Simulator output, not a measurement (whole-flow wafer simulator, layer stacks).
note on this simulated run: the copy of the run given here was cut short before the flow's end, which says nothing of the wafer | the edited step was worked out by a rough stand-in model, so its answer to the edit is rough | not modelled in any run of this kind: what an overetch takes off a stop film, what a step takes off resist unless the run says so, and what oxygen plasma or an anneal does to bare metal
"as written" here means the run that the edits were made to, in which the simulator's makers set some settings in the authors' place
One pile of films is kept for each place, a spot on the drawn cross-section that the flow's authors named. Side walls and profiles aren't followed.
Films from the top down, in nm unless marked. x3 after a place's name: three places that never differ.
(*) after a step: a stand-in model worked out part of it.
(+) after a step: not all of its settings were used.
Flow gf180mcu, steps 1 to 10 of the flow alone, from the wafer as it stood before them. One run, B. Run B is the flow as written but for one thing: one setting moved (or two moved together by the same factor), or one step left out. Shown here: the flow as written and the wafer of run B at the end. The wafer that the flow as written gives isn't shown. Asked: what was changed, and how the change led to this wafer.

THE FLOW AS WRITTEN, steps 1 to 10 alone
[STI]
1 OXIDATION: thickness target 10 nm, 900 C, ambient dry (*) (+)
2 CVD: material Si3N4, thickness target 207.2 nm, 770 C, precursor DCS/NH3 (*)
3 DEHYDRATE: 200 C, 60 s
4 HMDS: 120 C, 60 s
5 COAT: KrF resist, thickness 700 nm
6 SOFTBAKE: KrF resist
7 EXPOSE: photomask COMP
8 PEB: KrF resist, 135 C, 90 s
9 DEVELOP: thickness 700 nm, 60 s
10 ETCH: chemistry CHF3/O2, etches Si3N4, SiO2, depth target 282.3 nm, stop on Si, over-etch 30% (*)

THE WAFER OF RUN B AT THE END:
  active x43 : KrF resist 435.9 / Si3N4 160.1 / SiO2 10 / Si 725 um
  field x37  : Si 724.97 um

The cause: step 2, CVD: thickness target 160.1 nm was run, where the flow has thickness target 207.2 nm.
It can be read off the wafer: active x43 has Si3N4 160.1, and step 2 as written asks for 207.2 nm.

How the change led to this, step by step:
  2 CVD: material Si3N4, thickness target 207.2 nm, 770 C, precursor DCS/NH3 (*)
      field x37, active x43: Si3N4 +160.1 (new film) (as written it would be: Si3N4 +207.2 (new film))
  10 ETCH: chemistry CHF3/O2, etches Si3N4, SiO2, depth target 282.3 nm, stop on Si, over-etch 30% (*)
      field x37: Si3N4 -160.1 (all of it), SiO2 -10 (all of it), Si -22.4 (as written it would be: Si3N4 -207.2 (all of it), SiO2 -10 (all of it), Si -13)
